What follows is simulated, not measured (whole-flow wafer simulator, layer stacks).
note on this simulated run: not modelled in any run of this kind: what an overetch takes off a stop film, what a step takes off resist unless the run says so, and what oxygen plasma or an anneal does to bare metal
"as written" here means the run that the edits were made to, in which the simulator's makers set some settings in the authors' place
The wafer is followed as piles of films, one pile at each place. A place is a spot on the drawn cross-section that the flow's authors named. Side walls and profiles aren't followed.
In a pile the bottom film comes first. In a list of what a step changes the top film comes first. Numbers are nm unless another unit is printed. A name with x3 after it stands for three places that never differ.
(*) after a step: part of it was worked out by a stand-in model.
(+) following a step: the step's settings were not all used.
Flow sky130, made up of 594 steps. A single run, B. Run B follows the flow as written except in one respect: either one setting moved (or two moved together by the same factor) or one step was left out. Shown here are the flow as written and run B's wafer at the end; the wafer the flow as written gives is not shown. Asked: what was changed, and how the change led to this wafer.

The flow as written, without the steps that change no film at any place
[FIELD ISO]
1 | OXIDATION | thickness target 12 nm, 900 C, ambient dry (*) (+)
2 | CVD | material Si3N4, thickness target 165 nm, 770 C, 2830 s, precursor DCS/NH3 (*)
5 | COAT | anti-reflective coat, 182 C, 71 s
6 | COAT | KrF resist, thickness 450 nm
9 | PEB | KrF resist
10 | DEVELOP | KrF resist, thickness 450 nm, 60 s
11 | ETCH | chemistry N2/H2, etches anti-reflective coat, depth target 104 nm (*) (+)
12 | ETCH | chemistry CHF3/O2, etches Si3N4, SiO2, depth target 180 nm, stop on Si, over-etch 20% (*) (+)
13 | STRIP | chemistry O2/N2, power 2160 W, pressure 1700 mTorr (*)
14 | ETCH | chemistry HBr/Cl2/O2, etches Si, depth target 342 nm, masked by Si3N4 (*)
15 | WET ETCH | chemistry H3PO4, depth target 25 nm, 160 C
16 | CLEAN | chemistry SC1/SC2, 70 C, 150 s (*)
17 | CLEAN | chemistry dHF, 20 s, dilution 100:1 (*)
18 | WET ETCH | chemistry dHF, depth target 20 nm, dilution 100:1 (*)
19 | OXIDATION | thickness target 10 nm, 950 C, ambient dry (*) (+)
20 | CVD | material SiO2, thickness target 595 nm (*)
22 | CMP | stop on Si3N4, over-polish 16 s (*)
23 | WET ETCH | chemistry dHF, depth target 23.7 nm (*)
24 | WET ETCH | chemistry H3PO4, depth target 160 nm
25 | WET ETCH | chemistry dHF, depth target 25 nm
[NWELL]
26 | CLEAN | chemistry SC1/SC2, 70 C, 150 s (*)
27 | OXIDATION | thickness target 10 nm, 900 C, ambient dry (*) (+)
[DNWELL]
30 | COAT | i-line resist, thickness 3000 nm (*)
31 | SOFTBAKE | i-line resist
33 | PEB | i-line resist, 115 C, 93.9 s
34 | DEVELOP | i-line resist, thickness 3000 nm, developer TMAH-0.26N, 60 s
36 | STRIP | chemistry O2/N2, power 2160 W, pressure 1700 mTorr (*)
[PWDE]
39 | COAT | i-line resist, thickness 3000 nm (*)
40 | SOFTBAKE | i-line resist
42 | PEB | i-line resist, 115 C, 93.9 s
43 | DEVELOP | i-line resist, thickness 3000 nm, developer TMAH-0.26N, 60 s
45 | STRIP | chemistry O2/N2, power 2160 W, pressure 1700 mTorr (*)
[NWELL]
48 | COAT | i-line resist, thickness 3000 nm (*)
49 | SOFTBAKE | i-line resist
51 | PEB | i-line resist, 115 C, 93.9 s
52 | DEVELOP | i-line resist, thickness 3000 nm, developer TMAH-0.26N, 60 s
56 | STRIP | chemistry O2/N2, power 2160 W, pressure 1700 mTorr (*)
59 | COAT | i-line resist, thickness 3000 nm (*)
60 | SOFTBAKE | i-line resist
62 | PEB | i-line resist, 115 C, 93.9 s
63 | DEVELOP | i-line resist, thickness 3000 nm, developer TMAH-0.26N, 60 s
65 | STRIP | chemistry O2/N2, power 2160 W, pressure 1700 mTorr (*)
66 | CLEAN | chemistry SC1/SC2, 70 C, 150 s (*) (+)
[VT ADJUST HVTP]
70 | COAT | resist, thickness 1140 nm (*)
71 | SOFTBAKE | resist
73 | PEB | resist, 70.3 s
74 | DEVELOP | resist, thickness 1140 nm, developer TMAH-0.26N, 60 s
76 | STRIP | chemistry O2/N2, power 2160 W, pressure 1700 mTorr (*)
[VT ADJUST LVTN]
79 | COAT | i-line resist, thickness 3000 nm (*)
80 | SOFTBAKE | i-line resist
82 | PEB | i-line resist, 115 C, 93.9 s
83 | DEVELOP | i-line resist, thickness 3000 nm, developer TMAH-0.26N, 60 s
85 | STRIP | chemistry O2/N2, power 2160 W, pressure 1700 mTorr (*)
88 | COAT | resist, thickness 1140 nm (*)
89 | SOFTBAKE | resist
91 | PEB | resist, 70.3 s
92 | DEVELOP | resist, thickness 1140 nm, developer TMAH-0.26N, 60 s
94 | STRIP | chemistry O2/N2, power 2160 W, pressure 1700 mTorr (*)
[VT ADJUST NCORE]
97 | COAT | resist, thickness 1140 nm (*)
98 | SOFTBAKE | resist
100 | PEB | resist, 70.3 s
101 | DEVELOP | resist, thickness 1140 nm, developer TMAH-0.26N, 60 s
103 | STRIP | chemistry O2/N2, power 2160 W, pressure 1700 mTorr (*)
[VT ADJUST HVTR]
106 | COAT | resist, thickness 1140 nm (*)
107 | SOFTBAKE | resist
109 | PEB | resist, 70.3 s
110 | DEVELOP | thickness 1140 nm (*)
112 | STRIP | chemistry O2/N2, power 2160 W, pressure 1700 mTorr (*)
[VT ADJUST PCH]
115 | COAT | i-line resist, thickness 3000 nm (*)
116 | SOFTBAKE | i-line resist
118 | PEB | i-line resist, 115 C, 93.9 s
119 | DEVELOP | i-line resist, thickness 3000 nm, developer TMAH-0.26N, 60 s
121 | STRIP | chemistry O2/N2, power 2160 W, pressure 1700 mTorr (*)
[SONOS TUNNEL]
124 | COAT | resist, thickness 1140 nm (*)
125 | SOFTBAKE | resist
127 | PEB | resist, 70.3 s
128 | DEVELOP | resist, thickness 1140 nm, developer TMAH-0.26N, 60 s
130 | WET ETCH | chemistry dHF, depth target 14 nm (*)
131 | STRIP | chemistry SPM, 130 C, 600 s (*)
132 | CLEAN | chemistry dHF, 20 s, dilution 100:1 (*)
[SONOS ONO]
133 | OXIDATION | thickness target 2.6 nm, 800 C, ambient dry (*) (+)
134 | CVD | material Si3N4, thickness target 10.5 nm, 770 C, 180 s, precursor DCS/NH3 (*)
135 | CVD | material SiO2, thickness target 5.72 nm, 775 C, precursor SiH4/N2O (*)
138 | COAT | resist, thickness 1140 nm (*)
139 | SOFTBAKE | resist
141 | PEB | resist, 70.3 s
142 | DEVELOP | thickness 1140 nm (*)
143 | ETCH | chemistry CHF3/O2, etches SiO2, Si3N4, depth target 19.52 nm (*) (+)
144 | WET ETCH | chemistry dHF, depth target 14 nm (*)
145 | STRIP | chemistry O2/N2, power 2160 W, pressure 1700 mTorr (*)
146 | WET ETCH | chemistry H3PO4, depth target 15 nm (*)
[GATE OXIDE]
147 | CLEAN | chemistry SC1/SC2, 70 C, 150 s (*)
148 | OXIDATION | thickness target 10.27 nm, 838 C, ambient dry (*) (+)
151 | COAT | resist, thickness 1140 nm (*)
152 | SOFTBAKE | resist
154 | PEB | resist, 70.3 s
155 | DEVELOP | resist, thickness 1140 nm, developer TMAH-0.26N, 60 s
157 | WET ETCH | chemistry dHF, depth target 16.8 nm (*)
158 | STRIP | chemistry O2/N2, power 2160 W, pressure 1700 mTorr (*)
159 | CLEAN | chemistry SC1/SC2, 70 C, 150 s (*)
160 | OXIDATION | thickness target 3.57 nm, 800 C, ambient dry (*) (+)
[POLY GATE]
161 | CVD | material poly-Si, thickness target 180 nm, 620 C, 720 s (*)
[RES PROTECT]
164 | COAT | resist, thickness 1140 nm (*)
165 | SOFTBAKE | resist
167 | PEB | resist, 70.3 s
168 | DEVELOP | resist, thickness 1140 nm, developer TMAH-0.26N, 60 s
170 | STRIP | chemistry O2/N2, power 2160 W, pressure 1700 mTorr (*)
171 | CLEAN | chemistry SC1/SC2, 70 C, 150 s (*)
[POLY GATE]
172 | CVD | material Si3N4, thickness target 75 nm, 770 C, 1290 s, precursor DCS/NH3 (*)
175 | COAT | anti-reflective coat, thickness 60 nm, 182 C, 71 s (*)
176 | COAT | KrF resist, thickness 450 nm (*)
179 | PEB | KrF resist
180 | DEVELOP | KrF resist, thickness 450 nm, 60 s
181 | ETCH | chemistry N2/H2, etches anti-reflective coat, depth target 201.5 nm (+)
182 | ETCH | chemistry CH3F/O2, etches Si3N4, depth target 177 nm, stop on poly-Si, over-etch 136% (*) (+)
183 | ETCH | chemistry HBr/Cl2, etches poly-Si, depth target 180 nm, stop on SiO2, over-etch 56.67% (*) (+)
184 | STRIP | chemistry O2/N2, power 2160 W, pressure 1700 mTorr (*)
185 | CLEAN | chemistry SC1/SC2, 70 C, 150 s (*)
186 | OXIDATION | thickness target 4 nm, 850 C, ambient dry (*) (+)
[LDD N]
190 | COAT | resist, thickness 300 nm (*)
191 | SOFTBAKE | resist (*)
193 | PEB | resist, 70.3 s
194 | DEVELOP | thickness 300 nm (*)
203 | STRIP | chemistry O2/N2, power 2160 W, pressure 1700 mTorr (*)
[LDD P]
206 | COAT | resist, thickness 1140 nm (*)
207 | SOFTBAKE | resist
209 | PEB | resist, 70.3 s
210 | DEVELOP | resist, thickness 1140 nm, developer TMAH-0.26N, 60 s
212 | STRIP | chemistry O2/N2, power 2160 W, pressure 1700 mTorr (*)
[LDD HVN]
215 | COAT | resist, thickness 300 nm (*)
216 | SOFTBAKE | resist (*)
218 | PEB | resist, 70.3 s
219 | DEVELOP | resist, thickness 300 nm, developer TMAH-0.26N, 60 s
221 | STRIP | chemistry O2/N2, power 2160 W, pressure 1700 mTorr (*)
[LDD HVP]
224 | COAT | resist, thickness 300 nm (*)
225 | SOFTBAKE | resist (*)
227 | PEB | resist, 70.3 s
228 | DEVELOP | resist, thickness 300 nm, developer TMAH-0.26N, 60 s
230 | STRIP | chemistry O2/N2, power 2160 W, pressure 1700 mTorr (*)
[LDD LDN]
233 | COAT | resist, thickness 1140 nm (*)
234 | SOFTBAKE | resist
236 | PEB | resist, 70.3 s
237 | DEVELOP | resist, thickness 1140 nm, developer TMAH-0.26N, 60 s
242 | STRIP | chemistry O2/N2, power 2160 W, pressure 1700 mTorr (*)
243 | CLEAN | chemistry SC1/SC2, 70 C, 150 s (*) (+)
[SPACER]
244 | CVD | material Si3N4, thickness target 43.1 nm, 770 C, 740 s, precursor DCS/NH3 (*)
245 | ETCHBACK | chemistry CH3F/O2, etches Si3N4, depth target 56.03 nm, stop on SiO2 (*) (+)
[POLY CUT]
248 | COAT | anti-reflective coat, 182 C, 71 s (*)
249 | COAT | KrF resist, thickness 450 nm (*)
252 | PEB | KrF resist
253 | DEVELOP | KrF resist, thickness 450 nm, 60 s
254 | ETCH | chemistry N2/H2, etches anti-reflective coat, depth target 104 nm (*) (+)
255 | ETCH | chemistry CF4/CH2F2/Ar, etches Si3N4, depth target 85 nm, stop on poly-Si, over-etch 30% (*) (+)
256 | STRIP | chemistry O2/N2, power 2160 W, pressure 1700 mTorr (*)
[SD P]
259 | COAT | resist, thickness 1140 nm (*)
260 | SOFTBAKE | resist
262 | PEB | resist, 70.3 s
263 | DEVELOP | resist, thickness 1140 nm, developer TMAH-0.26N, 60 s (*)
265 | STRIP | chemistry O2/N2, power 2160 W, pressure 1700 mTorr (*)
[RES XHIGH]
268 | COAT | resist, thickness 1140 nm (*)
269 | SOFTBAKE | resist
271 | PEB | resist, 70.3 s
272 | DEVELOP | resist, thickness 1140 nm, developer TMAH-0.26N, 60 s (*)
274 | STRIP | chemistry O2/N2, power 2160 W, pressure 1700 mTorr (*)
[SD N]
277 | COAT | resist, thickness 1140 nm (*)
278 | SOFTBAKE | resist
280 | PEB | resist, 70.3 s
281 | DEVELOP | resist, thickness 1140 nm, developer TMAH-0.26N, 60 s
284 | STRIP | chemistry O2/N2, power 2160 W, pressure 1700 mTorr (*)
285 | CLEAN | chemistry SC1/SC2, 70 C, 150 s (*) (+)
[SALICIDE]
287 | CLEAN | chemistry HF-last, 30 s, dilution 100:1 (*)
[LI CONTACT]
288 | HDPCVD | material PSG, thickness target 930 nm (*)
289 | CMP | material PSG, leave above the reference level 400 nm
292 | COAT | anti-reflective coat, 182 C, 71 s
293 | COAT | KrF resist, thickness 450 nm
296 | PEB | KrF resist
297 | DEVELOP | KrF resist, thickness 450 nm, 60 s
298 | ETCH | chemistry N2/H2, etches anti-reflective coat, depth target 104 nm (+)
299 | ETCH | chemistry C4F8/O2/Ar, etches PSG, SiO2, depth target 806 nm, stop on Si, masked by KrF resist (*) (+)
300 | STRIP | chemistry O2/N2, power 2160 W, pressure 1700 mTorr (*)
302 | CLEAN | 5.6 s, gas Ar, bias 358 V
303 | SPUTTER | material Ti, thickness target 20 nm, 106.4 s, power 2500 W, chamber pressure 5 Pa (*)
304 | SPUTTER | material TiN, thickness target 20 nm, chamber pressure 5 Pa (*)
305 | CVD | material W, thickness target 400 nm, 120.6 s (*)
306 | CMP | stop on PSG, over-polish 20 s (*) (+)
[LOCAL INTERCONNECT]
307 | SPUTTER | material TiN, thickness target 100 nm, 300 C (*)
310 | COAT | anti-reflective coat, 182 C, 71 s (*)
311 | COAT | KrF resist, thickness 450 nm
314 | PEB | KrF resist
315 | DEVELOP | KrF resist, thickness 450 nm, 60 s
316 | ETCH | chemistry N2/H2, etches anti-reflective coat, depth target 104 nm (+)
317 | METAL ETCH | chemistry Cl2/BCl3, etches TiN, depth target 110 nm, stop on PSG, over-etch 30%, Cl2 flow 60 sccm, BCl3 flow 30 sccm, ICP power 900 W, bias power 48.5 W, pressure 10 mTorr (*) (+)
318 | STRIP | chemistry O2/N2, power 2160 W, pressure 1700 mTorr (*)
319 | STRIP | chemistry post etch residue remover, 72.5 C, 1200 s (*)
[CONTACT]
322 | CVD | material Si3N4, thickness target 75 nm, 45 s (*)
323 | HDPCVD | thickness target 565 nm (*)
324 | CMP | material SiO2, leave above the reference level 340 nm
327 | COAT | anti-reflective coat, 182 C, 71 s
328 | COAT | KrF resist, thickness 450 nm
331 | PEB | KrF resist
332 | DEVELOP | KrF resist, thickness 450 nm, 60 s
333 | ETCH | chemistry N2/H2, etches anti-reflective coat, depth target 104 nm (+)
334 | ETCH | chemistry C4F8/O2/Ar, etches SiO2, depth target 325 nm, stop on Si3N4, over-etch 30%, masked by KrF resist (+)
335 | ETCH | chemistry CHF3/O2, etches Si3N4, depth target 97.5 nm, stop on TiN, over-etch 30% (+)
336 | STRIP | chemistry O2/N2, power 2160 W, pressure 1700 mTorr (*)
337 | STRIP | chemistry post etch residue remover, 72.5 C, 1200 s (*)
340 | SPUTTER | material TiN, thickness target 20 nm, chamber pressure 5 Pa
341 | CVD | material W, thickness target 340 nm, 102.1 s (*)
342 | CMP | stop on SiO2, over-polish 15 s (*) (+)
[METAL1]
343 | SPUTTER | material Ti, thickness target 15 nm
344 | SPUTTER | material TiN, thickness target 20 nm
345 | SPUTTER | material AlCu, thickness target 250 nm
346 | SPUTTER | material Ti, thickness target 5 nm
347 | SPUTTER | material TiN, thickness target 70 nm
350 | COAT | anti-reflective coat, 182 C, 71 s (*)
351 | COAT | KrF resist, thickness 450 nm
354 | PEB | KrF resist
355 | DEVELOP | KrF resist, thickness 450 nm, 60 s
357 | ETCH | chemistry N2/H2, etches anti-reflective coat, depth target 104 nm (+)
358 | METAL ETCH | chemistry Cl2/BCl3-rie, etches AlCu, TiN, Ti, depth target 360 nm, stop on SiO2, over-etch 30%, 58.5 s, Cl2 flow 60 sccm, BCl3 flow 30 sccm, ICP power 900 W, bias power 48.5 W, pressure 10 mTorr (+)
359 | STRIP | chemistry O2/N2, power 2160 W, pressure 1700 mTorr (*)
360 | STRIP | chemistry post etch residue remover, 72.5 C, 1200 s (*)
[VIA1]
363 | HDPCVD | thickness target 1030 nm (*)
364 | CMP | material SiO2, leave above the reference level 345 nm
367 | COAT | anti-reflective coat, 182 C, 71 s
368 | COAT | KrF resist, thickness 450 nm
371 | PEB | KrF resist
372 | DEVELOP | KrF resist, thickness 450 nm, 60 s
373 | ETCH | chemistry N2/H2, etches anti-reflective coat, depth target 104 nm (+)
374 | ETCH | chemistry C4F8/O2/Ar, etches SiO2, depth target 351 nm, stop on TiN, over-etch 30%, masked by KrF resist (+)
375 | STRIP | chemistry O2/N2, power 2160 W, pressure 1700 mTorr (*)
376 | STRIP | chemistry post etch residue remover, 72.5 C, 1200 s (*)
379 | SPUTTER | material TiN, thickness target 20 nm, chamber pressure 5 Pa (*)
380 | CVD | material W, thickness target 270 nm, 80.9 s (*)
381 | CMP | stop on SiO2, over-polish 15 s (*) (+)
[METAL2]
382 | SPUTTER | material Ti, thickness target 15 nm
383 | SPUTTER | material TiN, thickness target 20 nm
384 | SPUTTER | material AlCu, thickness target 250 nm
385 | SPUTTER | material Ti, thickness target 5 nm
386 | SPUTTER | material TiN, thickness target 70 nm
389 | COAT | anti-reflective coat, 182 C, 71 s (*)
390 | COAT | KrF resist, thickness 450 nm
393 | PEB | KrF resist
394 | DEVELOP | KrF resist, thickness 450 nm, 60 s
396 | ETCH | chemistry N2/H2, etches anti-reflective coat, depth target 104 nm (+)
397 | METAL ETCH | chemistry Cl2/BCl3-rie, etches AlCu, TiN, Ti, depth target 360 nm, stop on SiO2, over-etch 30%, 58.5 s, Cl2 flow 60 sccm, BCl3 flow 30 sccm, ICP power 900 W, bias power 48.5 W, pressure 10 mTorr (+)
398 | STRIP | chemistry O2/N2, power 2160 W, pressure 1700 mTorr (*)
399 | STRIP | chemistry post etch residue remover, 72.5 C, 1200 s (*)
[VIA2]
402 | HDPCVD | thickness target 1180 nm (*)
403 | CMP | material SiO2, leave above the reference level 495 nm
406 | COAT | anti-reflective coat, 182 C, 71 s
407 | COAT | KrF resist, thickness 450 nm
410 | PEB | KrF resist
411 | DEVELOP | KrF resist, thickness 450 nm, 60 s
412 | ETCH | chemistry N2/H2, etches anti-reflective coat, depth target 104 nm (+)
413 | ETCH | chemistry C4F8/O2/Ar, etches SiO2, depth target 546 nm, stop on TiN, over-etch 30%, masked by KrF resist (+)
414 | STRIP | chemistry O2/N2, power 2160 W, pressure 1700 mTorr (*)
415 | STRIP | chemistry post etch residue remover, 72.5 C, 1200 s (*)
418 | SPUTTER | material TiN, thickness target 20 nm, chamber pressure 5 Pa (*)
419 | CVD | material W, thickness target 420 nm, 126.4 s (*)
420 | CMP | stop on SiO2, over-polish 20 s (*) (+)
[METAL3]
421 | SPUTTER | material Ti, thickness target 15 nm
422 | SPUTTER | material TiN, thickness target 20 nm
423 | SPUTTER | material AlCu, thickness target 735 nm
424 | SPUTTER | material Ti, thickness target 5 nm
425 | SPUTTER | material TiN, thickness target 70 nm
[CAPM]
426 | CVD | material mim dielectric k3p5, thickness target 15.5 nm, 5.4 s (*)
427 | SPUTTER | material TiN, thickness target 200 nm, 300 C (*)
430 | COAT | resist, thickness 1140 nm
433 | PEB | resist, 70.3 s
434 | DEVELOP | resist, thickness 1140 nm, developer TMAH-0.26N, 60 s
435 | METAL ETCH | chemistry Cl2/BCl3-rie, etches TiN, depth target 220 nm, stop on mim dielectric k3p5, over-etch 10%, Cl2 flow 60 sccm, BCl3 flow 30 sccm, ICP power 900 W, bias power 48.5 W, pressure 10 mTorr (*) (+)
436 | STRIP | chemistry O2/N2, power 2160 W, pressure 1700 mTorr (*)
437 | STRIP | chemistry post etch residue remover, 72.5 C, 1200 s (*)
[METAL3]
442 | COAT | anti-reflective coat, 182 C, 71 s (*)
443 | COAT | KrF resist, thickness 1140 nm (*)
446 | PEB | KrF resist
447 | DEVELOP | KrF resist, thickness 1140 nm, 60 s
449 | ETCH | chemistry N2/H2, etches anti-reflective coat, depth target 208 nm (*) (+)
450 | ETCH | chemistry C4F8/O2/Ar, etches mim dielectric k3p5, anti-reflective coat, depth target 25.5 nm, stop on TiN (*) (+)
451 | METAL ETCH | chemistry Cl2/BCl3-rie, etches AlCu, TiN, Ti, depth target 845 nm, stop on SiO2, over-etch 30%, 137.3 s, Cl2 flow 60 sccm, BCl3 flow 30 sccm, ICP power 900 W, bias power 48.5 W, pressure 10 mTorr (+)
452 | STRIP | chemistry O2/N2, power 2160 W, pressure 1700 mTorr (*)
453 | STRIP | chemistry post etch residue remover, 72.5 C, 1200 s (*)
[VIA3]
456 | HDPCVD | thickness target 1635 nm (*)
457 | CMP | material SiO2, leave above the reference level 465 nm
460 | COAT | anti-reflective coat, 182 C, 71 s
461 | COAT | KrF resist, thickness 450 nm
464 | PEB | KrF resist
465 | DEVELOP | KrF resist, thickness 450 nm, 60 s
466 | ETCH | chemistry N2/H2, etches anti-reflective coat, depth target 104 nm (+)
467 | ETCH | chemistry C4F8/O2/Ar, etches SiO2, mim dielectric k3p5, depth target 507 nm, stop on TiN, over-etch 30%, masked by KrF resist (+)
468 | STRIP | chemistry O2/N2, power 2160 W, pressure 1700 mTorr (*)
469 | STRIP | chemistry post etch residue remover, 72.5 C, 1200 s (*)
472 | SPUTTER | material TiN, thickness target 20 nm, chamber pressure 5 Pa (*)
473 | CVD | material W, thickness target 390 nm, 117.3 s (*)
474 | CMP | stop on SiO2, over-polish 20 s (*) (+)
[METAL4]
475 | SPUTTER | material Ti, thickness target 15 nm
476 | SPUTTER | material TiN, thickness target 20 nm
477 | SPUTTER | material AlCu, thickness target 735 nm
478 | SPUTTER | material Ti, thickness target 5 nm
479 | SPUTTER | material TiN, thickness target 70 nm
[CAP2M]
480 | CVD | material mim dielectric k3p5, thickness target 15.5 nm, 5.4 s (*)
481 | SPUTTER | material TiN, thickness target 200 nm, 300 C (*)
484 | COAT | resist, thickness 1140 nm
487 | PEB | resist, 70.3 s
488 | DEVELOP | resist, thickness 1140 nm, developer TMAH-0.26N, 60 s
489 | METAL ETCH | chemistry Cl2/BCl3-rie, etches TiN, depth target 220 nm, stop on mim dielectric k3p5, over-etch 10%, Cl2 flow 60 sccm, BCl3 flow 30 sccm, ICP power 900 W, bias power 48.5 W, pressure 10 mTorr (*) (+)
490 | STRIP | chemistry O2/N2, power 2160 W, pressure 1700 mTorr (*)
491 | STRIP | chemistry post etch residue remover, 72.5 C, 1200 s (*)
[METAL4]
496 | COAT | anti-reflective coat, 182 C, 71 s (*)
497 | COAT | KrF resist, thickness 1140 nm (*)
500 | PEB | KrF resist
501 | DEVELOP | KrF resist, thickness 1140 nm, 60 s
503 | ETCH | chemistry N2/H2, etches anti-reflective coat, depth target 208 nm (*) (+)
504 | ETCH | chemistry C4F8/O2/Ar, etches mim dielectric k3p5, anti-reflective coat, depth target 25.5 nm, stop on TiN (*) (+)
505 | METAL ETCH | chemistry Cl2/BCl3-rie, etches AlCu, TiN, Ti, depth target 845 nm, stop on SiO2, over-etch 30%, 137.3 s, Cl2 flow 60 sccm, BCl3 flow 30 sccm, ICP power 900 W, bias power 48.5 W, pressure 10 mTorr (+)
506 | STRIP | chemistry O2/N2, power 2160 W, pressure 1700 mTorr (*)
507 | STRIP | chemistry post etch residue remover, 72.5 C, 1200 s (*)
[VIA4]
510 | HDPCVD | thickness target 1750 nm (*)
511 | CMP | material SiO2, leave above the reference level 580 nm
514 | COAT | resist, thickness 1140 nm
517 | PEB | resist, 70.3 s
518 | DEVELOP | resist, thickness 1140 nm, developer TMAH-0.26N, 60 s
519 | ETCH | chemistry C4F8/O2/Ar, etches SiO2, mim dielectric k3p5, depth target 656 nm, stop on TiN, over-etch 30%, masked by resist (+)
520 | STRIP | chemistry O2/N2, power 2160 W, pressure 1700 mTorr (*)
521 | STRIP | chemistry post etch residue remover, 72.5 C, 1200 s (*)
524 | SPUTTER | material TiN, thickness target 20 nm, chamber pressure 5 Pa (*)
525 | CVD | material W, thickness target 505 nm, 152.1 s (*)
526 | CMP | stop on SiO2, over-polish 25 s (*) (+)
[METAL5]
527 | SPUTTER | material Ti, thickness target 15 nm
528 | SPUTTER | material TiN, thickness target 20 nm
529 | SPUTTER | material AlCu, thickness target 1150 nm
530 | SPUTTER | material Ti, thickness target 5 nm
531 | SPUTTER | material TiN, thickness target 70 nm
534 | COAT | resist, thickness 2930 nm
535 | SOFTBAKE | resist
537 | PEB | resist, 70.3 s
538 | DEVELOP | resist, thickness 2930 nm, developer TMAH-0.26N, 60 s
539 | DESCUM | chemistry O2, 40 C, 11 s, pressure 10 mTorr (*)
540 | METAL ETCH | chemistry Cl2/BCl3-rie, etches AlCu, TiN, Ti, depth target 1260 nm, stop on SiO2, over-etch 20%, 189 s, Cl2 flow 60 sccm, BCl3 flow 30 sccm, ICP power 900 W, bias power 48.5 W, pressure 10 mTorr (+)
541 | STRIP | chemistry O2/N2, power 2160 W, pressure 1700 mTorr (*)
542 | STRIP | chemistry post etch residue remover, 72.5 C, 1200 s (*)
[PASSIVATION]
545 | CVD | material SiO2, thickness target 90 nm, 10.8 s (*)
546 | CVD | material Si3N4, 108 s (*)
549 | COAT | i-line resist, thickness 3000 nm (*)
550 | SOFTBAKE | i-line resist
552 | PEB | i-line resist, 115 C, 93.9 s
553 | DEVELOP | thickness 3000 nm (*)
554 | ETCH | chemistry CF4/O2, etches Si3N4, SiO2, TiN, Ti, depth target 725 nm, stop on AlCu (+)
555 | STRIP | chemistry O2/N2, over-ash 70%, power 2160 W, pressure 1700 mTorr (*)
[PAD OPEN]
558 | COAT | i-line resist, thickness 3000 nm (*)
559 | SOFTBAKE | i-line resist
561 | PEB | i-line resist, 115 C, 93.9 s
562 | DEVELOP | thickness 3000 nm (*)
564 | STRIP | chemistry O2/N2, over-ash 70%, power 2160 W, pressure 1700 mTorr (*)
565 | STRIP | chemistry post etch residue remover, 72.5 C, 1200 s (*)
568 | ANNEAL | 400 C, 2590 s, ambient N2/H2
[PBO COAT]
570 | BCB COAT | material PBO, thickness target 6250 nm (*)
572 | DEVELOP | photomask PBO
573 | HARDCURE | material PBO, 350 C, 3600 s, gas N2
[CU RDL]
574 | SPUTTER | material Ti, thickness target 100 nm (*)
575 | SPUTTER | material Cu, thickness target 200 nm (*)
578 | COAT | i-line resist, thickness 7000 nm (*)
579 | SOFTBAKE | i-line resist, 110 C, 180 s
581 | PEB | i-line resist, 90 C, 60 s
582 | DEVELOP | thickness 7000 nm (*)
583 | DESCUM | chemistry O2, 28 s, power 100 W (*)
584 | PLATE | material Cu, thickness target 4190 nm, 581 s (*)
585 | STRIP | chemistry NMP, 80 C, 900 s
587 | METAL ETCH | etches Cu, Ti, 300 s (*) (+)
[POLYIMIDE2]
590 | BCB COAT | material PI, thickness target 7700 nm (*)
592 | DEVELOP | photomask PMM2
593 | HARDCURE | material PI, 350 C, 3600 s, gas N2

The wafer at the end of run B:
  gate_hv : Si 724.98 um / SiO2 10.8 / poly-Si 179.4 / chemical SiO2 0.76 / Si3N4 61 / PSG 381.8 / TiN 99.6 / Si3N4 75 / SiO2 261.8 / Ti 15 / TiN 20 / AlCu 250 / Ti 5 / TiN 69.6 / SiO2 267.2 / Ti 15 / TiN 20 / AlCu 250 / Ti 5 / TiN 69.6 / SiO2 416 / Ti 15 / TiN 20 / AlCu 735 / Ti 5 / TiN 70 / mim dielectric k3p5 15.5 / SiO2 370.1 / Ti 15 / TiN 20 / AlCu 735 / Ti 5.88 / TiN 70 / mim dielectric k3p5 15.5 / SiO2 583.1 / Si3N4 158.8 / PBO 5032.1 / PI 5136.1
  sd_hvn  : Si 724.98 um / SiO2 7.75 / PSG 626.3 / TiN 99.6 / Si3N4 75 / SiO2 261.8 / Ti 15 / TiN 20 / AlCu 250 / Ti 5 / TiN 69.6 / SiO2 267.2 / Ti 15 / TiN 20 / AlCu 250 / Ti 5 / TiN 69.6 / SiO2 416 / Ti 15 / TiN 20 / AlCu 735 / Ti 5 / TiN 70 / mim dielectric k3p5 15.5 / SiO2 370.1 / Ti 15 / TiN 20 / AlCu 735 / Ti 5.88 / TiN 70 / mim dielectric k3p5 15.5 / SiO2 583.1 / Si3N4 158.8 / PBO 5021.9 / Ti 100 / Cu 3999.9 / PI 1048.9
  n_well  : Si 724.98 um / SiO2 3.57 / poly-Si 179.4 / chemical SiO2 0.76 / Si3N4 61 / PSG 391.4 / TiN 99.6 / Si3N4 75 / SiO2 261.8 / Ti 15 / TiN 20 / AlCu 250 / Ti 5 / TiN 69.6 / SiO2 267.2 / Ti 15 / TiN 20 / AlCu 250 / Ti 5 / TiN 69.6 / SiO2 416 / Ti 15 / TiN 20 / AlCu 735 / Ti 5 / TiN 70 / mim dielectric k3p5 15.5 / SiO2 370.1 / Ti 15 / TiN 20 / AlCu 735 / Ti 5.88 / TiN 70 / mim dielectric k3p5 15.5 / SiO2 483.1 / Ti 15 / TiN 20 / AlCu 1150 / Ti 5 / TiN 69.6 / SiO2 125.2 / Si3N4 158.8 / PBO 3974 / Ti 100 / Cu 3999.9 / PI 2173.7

The reason: step 478, SPUTTER: thickness target 5.88 nm was run, while the flow as written has thickness target 5 nm.
The wafer lets one read it off: gate_hv has Ti 5.88, and step 478 as written asks for 5 nm.

How this came from the change, step by step:
  478 | SPUTTER | material Ti, thickness target 5 nm
      field, active, n_well and 189 more: +5.88 Ti (new film) (it would be, as written: +5 Ti (new film))
  505 | METAL ETCH | chemistry Cl2/BCl3-rie, etches AlCu, TiN, Ti, depth target 845 nm, stop on SiO2, over-etch 30%, 137.3 s, Cl2 flow 60 sccm, BCl3 flow 30 sccm, ICP power 900 W, bias power 48.5 W, pressure 10 mTorr (+)
      field, gate, spacer and 68 more: -70 TiN (all of it), -5.88 Ti (all of it), -735 AlCu (all of it), -20 TiN (all of it), -15 Ti (all of it), -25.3 SiO2 (it would be, as written: -70 TiN (all of it), -5 Ti (all of it), -735 AlCu (all of it), -20 TiN (all of it), -15 Ti (all of it), -25.4 SiO2)
      active, vpp_iso1, mim_edge_plate and 14 more: -70 TiN (all of it), -5.88 Ti (all of it), -735 AlCu (all of it), -20 TiN (all of it), -15 Ti (all of it), -25.3 SiO2 (it would be, as written: -70 TiN (all of it), -5 Ti (all of it), -735 AlCu (all of it), -20 TiN (all of it), -15 Ti (all of it), -25.3 SiO2)
